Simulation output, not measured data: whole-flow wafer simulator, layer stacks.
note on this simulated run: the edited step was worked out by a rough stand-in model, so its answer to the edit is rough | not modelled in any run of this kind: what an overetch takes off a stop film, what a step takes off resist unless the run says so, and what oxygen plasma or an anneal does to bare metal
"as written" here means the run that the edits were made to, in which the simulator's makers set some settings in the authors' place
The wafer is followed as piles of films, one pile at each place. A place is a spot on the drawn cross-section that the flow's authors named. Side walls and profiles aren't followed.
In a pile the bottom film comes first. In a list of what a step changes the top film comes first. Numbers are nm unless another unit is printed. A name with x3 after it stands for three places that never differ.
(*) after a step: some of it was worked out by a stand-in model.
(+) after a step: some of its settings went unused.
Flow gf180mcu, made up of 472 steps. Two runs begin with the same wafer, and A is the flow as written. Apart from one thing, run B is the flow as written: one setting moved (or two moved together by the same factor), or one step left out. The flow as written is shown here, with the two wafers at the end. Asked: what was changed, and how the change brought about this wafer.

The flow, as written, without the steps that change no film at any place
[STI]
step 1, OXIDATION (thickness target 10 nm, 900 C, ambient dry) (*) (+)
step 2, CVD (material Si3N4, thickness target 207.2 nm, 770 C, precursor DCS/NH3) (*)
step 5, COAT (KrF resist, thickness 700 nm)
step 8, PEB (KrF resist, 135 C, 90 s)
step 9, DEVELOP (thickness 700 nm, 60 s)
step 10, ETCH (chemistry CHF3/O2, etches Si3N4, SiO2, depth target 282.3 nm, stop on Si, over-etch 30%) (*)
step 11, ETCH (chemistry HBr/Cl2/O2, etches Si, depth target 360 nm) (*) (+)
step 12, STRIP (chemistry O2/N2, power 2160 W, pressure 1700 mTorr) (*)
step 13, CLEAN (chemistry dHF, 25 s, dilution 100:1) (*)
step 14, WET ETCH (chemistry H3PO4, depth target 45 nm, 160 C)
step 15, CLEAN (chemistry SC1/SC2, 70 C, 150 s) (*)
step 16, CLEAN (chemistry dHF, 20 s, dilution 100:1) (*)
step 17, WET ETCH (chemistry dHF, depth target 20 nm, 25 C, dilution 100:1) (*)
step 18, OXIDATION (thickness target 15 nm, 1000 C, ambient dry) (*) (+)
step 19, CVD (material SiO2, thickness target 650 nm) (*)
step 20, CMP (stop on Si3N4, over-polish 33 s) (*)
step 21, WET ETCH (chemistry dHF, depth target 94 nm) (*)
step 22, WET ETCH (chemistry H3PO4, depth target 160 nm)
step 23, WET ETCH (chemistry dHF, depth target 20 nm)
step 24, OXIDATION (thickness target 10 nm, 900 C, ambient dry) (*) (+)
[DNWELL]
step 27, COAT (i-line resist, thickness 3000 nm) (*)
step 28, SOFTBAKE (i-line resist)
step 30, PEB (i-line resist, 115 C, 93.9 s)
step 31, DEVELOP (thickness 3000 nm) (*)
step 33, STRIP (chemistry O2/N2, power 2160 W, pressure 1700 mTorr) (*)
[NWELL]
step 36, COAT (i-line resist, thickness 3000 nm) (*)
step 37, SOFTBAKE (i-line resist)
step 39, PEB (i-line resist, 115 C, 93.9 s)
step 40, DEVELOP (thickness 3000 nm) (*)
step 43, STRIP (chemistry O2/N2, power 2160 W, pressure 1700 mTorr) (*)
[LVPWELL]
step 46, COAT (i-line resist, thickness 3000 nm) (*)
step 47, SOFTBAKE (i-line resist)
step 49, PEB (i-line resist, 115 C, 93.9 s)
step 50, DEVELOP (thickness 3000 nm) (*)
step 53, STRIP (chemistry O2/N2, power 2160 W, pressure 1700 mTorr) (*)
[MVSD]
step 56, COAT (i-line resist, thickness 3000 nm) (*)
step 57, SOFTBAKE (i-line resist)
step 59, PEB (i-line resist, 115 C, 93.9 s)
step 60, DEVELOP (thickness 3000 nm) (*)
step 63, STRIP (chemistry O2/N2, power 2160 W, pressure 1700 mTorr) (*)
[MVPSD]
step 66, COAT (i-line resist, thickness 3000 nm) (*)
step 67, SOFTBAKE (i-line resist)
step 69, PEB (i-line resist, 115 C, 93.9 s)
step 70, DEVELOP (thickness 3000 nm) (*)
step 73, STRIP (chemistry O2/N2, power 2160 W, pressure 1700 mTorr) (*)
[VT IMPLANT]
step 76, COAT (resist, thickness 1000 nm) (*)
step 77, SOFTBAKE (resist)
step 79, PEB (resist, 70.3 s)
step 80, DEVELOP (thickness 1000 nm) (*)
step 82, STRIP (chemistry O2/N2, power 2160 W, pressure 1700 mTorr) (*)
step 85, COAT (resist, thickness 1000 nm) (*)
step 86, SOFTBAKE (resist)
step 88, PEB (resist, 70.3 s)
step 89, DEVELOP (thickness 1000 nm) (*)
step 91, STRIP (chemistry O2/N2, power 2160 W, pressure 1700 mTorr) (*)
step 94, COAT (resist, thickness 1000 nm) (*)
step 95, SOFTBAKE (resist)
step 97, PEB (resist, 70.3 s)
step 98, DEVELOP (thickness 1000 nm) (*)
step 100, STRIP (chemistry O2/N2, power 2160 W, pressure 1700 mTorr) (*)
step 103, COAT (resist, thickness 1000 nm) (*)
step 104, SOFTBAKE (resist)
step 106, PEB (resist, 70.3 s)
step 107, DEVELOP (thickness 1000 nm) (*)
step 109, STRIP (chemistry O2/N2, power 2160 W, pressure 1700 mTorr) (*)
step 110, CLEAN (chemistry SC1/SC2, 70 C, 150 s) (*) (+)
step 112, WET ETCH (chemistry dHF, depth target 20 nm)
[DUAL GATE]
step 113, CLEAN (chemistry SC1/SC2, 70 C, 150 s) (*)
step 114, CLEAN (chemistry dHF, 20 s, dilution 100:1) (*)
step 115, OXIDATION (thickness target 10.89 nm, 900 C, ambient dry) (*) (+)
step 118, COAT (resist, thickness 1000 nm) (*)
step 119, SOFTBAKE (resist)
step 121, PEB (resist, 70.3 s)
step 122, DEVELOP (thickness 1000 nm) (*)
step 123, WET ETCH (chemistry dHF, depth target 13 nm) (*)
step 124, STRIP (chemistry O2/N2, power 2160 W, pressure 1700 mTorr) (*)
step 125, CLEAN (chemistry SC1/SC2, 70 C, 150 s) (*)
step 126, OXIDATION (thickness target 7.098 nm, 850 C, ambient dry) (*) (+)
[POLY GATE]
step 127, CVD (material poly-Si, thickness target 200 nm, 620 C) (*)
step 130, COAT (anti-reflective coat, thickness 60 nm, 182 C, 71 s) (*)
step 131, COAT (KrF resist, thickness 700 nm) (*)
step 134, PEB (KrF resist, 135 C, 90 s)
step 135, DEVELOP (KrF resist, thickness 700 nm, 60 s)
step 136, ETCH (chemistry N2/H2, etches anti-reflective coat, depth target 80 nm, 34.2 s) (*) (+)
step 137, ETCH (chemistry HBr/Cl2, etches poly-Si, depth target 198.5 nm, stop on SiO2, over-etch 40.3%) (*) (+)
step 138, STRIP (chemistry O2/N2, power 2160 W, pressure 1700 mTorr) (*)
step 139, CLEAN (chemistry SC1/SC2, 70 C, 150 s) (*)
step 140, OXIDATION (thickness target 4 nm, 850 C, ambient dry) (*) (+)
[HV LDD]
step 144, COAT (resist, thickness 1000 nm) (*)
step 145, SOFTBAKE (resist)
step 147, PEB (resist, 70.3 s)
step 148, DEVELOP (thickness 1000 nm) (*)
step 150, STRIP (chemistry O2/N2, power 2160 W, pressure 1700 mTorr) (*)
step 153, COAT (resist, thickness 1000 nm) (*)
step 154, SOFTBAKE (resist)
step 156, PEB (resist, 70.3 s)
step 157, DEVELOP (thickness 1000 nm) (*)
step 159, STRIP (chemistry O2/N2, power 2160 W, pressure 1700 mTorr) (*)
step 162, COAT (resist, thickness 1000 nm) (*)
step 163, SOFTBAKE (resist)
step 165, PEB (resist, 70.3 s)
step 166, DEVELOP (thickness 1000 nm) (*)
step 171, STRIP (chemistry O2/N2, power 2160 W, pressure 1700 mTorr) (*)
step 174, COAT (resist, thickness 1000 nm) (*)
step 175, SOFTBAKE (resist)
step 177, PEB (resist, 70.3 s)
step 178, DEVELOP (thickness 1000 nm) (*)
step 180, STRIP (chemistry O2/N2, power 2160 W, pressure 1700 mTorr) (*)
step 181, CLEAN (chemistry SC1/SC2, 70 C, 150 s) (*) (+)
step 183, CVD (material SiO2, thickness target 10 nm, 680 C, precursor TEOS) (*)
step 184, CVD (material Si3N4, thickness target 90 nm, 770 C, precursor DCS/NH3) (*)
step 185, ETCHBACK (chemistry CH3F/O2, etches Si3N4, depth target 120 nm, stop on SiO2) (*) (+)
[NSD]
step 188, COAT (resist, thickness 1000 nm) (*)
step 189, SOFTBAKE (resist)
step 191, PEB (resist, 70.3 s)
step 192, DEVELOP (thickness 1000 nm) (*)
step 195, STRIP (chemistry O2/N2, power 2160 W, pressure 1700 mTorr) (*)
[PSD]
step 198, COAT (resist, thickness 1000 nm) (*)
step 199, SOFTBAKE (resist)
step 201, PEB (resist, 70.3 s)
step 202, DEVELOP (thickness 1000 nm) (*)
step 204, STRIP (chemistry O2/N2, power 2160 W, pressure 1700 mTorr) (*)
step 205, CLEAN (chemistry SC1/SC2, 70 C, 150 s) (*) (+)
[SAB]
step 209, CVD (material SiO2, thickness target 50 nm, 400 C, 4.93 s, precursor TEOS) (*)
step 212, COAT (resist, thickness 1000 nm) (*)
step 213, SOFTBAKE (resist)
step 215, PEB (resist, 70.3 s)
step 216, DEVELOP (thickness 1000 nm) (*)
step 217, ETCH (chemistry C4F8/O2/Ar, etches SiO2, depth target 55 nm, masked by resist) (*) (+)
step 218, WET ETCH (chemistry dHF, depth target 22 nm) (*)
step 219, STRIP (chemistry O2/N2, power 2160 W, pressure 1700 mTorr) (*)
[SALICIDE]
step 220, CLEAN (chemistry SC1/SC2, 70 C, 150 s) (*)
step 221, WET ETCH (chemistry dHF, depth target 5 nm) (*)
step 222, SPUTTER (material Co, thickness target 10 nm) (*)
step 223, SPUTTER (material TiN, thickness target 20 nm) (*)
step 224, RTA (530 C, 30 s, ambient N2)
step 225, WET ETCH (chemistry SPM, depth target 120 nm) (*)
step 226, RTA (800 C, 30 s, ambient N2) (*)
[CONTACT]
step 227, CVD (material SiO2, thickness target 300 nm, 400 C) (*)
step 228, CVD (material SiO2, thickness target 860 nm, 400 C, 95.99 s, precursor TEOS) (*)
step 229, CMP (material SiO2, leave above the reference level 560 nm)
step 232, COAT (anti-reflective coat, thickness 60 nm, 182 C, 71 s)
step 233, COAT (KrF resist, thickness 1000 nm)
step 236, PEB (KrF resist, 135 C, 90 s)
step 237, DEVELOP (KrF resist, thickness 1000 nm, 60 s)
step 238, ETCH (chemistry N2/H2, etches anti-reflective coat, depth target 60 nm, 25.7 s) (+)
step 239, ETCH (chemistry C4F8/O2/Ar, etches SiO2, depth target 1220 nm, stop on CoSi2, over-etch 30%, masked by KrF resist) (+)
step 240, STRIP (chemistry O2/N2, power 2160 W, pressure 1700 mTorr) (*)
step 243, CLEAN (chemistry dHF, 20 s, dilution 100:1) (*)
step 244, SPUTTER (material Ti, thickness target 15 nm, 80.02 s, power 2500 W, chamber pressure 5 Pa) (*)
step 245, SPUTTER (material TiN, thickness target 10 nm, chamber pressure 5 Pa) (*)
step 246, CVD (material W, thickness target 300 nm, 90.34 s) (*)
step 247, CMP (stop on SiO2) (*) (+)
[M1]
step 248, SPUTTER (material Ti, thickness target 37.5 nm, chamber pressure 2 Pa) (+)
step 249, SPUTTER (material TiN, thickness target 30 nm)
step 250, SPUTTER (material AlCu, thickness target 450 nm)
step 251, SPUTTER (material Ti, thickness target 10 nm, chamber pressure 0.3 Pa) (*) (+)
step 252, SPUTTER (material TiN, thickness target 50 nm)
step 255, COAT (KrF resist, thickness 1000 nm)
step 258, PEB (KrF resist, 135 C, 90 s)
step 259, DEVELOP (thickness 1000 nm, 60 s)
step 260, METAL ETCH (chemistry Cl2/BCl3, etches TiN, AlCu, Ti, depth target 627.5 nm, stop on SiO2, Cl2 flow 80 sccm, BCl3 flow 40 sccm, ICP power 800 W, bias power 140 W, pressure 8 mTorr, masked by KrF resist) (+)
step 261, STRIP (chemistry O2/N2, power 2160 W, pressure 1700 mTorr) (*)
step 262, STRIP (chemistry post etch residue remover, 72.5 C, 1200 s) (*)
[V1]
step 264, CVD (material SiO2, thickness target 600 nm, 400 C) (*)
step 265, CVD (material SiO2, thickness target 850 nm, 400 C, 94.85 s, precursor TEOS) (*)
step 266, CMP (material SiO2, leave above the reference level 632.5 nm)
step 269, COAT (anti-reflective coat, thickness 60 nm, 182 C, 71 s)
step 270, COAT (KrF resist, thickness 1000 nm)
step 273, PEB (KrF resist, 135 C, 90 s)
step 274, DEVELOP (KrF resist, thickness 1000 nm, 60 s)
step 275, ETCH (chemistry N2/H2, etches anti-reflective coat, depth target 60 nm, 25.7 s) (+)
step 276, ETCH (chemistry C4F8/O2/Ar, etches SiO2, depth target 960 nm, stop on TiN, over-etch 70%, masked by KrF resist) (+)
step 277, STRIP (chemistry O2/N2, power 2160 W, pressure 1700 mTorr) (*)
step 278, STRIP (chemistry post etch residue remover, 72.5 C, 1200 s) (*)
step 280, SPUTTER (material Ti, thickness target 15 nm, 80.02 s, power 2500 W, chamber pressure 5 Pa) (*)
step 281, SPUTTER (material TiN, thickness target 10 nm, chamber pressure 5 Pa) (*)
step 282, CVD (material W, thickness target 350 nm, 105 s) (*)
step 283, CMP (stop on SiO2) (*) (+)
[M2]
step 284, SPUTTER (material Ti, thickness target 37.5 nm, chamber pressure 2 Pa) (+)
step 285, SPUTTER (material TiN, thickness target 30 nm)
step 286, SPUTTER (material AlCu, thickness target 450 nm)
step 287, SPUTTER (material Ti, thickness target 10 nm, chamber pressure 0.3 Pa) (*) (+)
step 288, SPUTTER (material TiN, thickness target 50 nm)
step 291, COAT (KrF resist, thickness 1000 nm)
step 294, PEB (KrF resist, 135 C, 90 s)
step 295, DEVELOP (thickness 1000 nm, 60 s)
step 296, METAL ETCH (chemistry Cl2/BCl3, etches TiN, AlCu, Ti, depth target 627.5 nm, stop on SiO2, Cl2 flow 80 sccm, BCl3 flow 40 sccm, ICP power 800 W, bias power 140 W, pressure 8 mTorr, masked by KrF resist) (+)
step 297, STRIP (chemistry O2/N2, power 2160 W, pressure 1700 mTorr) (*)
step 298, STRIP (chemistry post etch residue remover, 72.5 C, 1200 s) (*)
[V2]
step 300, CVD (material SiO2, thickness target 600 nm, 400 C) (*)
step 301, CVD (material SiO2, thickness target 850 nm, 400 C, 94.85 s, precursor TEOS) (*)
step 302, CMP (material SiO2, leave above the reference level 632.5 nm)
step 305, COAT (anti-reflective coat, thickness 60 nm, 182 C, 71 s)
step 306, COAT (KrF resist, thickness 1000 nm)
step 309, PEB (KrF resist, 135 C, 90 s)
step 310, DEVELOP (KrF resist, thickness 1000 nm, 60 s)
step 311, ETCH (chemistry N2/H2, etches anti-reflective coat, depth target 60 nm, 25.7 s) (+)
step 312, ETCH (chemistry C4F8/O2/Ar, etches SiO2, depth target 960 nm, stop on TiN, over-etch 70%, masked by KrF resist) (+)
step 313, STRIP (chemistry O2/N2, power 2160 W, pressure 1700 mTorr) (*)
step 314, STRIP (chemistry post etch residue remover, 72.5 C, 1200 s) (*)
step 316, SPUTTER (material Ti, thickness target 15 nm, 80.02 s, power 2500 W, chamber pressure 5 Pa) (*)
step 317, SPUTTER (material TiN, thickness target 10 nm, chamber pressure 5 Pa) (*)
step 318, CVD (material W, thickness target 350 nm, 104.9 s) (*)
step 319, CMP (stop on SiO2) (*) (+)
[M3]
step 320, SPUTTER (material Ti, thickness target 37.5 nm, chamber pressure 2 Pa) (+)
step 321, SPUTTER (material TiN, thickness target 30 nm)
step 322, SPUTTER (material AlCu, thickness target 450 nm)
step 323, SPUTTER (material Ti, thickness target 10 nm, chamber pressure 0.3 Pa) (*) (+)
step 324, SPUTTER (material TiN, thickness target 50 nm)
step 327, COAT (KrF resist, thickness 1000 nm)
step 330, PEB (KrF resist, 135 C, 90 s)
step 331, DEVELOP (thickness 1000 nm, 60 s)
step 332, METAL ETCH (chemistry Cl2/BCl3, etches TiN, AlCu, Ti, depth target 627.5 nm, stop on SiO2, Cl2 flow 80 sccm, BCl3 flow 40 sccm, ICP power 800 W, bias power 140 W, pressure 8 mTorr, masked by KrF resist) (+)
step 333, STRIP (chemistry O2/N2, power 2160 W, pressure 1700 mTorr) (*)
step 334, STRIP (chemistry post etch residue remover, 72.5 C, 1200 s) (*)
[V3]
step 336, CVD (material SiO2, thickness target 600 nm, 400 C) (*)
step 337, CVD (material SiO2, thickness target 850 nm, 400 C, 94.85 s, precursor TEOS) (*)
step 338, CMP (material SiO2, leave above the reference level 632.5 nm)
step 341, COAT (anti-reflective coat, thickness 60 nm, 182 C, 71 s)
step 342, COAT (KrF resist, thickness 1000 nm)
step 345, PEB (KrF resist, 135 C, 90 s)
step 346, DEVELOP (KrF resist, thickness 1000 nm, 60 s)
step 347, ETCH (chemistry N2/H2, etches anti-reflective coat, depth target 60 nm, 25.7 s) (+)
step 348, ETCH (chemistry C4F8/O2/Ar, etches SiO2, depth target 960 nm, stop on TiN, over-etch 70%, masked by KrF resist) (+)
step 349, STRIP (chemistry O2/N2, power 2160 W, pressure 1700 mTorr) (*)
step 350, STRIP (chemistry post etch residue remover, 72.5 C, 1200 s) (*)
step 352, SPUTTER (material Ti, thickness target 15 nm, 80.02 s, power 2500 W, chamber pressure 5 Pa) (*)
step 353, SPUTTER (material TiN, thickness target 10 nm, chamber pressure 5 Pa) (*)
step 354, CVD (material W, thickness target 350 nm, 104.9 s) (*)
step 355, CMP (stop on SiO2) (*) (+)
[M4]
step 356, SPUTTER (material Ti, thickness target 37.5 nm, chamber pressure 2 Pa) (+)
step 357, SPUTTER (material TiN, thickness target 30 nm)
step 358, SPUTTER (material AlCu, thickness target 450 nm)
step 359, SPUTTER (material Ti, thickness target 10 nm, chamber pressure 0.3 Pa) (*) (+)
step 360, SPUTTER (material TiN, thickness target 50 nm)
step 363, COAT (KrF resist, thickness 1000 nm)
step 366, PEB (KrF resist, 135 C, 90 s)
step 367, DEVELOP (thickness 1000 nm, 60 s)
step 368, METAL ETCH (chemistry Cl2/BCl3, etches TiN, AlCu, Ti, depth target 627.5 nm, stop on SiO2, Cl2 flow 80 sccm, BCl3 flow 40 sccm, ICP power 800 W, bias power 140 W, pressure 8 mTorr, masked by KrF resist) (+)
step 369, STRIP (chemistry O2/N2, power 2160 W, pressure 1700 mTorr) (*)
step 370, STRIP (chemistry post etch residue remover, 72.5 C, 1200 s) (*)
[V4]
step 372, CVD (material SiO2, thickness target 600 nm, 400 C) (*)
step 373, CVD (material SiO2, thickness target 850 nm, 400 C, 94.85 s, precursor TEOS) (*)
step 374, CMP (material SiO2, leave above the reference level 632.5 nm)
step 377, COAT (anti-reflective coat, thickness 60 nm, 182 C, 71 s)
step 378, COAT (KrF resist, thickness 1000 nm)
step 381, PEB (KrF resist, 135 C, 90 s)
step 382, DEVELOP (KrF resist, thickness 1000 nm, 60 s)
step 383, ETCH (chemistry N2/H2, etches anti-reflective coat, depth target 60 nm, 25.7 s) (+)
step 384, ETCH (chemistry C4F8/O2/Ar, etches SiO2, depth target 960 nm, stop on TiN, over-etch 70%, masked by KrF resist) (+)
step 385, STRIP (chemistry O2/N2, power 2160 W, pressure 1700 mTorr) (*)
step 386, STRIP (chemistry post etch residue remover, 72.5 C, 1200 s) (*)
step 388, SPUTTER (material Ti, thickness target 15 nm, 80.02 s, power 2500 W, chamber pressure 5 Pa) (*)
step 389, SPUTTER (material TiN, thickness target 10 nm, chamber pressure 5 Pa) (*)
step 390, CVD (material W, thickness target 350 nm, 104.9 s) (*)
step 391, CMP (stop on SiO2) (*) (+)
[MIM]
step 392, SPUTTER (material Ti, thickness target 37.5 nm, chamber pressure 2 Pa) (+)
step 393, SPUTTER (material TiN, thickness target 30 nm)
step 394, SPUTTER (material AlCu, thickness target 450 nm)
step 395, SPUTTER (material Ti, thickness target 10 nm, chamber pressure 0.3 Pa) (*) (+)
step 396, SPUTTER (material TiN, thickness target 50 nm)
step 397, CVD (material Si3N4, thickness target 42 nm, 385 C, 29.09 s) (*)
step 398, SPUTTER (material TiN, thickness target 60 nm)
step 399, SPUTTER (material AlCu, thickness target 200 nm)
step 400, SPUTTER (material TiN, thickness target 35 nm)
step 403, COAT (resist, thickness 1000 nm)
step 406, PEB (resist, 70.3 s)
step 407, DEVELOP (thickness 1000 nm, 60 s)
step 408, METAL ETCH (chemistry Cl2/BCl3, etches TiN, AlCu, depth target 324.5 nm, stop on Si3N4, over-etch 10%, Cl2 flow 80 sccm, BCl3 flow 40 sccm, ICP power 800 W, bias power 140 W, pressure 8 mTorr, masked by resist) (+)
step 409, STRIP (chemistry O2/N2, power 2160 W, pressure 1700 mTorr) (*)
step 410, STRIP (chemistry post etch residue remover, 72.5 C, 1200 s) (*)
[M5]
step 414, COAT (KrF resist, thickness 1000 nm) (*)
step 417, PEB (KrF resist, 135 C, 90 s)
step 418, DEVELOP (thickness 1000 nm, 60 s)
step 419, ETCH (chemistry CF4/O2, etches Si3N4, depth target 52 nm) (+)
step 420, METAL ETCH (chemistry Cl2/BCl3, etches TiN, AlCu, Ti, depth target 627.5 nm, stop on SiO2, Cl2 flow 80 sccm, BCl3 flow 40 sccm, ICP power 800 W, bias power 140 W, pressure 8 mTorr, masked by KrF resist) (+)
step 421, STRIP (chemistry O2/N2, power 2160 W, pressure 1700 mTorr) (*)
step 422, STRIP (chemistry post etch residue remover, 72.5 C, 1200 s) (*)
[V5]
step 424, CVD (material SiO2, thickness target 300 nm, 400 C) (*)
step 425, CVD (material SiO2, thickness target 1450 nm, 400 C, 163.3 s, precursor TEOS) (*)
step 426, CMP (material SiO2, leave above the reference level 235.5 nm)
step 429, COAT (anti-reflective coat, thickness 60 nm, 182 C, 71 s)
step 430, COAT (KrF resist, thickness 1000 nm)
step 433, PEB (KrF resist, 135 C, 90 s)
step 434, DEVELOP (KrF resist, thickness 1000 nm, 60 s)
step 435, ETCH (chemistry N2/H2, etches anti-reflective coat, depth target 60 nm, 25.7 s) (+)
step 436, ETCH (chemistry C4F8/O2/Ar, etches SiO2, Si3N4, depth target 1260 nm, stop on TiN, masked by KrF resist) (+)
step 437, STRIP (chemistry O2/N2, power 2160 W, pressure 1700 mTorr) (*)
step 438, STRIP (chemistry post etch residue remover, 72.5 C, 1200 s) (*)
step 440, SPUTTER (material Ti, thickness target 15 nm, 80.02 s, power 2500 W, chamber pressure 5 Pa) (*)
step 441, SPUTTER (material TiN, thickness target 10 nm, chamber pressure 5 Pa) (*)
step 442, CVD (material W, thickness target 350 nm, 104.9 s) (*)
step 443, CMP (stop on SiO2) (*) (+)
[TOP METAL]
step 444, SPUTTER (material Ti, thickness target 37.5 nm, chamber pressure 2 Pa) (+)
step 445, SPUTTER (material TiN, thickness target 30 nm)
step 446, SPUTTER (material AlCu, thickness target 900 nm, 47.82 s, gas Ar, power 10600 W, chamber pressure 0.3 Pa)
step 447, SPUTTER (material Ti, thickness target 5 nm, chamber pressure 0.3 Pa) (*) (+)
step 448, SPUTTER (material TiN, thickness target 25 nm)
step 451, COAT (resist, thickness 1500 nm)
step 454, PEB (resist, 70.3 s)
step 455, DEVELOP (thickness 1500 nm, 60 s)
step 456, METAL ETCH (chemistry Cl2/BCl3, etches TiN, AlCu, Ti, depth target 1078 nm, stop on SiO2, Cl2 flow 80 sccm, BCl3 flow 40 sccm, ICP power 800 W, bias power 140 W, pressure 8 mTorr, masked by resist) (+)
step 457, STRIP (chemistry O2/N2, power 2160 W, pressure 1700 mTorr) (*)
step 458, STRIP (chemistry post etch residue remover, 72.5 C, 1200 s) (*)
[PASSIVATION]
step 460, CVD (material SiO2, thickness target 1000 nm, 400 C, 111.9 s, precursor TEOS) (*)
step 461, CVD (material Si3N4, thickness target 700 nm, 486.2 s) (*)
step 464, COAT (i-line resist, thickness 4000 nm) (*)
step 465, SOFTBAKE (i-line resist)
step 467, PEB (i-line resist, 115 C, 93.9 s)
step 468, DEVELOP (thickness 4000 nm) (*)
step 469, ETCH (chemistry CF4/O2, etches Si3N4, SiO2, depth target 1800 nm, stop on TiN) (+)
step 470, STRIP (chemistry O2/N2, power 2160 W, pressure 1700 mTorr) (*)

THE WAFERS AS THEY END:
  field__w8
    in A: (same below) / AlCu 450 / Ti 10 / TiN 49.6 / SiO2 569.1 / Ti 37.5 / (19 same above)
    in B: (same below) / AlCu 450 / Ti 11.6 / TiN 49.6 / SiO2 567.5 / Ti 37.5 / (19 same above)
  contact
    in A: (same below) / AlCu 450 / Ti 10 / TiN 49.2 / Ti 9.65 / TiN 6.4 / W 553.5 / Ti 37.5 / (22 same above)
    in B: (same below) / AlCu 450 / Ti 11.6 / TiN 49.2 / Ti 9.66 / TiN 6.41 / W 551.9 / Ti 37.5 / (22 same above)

The reason: step 323, SPUTTER: thickness target 11.6 nm was run, though the flow has thickness target 10 nm.
The wafer lets one read it off: field__w8 has Ti 11.6, and step 323 as written asks for 10 nm.

Step by step, how the change led to this:
  step 323, SPUTTER (material Ti, thickness target 10 nm, chamber pressure 0.3 Pa) (*) (+)
      field, field__w1, field__w2 and 108 more: A +10 Ti (new film) | B +11.6 Ti (new film)
  step 332, METAL ETCH (chemistry Cl2/BCl3, etches TiN, AlCu, Ti, depth target 627.5 nm, stop on SiO2, Cl2 flow 80 sccm, BCl3 flow 40 sccm, ICP power 800 W, bias power 140 W, pressure 8 mTorr, masked by KrF resist) (+)
      field, field__w1, field__w2 and 103 more: A -50 TiN (all of it), -10 Ti (all of it), -450 AlCu (all of it), -30 TiN (all of it), -37.5 Ti (all of it) | B -50 TiN (all of it), -11.6 Ti (all of it), -450 AlCu (all of it), -30 TiN (all of it), -37.5 Ti (all of it)
